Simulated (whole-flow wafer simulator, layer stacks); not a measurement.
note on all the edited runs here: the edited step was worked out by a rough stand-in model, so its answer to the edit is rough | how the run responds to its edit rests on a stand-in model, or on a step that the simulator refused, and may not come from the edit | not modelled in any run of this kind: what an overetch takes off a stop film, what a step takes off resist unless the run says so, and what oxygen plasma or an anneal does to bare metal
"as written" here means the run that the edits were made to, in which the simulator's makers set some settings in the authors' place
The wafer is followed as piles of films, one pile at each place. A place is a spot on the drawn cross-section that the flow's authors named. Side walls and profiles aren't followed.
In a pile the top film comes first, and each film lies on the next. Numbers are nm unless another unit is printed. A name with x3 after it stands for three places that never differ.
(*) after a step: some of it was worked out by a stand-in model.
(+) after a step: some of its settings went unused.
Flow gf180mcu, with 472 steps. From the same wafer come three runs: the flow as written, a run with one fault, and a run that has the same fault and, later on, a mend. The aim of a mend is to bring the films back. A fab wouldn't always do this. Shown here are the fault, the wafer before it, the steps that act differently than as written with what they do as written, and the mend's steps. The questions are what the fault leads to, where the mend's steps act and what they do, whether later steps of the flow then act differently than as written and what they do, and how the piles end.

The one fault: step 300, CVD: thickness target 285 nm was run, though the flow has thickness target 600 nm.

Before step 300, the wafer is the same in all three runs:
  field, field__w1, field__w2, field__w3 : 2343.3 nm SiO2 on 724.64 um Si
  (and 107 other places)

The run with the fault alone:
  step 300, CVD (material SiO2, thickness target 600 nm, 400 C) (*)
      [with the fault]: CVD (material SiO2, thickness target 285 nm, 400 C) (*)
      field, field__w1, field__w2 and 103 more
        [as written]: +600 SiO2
        [with the fault]: +285 SiO2
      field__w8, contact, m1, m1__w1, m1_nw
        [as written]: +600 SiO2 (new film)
        [with the fault]: +285 SiO2 (new film)
  Steps later in the flow that act otherwise than as written (14 more steps, not shown, differ only slightly: by at most 2% or 0.5 nm, whichever is larger):
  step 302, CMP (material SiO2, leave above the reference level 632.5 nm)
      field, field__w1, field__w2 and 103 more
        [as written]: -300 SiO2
        [with the fault]: nothing
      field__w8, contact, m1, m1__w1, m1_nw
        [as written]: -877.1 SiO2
        [with the fault]: -562.1 SiO2
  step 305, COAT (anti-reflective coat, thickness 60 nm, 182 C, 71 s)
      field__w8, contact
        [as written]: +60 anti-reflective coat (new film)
        [with the fault]: +51.2 anti-reflective coat (new film)
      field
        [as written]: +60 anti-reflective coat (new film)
        [with the fault]: +65.8 anti-reflective coat (new film)
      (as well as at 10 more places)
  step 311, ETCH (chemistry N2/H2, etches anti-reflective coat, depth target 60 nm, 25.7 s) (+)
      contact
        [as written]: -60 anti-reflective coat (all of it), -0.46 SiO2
        [with the fault]: -51.2 anti-reflective coat (all of it), -0.69 SiO2
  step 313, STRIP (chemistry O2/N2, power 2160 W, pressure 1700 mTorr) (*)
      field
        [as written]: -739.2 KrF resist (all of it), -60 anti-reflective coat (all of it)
        [with the fault]: -736.1 KrF resist (all of it), -65.8 anti-reflective coat (all of it)
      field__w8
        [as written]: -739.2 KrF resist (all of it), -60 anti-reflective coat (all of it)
        [with the fault]: -737.8 KrF resist (all of it), -51.2 anti-reflective coat (all of it)
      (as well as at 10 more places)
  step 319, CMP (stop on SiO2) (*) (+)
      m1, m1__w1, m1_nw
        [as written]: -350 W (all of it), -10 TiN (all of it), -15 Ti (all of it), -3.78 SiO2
        [with the fault]: -350 W (all of it), -10 TiN (all of it), -15 Ti (all of it), -4.55 SiO2
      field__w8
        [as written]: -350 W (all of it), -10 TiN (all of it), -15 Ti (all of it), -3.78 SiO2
        [with the fault]: -350 W (all of it), -10 TiN (all of it), -15 Ti (all of it), -4.56 SiO2
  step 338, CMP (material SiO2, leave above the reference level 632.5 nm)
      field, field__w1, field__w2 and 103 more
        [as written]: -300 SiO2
        [with the fault]: -285.8 SiO2
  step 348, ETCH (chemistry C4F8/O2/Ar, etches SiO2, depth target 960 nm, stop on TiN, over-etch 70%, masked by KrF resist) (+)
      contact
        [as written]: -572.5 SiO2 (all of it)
        [with the fault]: -586.7 SiO2 (all of it)
  By the end, the piles at contact depart from the flow's by more than 2% or 0.5 nm, whichever is larger.
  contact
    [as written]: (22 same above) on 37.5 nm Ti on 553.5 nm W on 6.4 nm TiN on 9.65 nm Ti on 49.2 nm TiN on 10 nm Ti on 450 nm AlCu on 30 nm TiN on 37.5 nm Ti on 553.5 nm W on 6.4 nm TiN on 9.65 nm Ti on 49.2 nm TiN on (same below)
    [with the fault]: (22 same above) on 37.5 nm Ti on 567.9 nm W on 6.35 nm TiN on 9.57 nm Ti on 49.2 nm TiN on 10 nm Ti on 450 nm AlCu on 30 nm TiN on 37.5 nm Ti on 538.4 nm W on 6.46 nm TiN on 9.74 nm Ti on 49.2 nm TiN on (same below)

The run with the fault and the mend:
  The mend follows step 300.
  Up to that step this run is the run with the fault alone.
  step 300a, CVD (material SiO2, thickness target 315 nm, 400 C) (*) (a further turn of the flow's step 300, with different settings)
      field, field__w1, field__w2 and 108 more
        +315 SiO2
  Every later step of the flow that is run acts as written at every place that is followed.
  At every place that both follow, the piles at the end match the flow's.
